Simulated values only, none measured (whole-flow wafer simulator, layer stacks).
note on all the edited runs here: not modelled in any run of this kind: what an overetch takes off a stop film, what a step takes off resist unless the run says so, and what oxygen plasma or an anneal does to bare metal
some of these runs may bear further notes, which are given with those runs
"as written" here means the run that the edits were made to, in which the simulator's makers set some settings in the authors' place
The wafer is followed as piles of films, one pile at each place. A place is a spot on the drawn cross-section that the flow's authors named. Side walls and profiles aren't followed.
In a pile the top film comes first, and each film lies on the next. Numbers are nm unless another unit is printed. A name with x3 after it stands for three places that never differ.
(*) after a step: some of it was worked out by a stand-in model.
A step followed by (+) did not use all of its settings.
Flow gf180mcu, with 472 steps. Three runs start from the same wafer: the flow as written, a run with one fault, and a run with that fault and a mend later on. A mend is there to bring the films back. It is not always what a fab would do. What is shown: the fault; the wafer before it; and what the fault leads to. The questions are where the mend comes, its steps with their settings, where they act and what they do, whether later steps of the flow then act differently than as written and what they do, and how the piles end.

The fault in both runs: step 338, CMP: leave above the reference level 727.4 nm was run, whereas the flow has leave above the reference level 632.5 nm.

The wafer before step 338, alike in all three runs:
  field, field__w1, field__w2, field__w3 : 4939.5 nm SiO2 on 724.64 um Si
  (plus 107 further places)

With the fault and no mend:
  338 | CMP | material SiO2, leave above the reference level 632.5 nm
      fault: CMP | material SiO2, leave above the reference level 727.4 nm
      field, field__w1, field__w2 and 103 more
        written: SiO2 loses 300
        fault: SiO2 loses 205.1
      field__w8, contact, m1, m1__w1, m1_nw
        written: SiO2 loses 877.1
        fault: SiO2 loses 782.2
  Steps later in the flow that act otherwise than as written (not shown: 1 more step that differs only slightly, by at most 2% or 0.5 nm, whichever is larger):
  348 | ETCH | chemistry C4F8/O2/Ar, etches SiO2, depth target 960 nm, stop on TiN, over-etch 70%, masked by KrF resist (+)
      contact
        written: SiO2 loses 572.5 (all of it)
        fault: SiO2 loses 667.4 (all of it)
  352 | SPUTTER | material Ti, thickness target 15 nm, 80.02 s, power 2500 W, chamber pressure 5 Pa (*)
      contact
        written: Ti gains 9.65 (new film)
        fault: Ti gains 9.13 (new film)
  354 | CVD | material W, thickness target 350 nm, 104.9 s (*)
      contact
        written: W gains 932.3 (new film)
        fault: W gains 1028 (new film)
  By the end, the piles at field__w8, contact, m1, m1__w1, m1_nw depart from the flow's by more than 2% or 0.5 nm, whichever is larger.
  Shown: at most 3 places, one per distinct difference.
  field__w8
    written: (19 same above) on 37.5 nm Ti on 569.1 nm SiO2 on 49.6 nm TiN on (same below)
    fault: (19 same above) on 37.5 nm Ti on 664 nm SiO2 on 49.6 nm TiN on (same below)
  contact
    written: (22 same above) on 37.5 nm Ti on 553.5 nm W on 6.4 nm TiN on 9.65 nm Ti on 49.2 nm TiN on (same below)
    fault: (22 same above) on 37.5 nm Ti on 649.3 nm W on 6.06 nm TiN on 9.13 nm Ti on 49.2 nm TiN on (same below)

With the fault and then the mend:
  After step 346 comes the mend.
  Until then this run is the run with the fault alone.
  346a | STRIP | chemistry O2/N2, power 2160 W, pressure 1700 mTorr (*)
      field, field__w1, field__w2 and 107 more
        KrF resist loses 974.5 (all of it), anti-reflective coat loses 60 (all of it)
      contact
        anti-reflective coat loses 60 (all of it)
  346b | CMP | material SiO2, leave above the reference level 632.5 nm (the flow's step 338, run once more)
      field, field__w1, field__w2 and 108 more
        SiO2 loses 94.9
  346c | HMDS | 120 C, 60 s (the flow's step 340, run once more)
      leaves every film unchanged at each place that is followed
  346d | COAT | anti-reflective coat, thickness 60 nm, 182 C, 71 s (the flow's step 341, run once more)
      field, field__w1, field__w2 and 108 more
        anti-reflective coat gains 60 (new film)
  346e | COAT | KrF resist, thickness 1000 nm (the flow's step 342, run once more)
      field, field__w1, field__w2 and 108 more
        KrF resist gains 1000 (new film)
  346f | SOFTBAKE | KrF resist (the flow's step 343, run once more)
      leaves every film unchanged at each place that is followed
  346g | EXPOSE | photomask Via3 (the flow's step 344, run once more)
      leaves every film unchanged at each place that is followed
  346h | PEB | KrF resist, 135 C, 90 s (the flow's step 345, run once more)
      field, field__w1, field__w2 and 108 more
        KrF resist loses 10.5
  346i | DEVELOP | KrF resist, thickness 1000 nm, 60 s (the flow's step 346, run once more)
      field, field__w1, field__w2 and 107 more
        KrF resist loses 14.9
      contact
        KrF resist loses 989.5 (all of it)
  None of the later steps of the flow acts differently than as written at any place that is followed.
  The piles end the same as the flow's at every place that both follow.
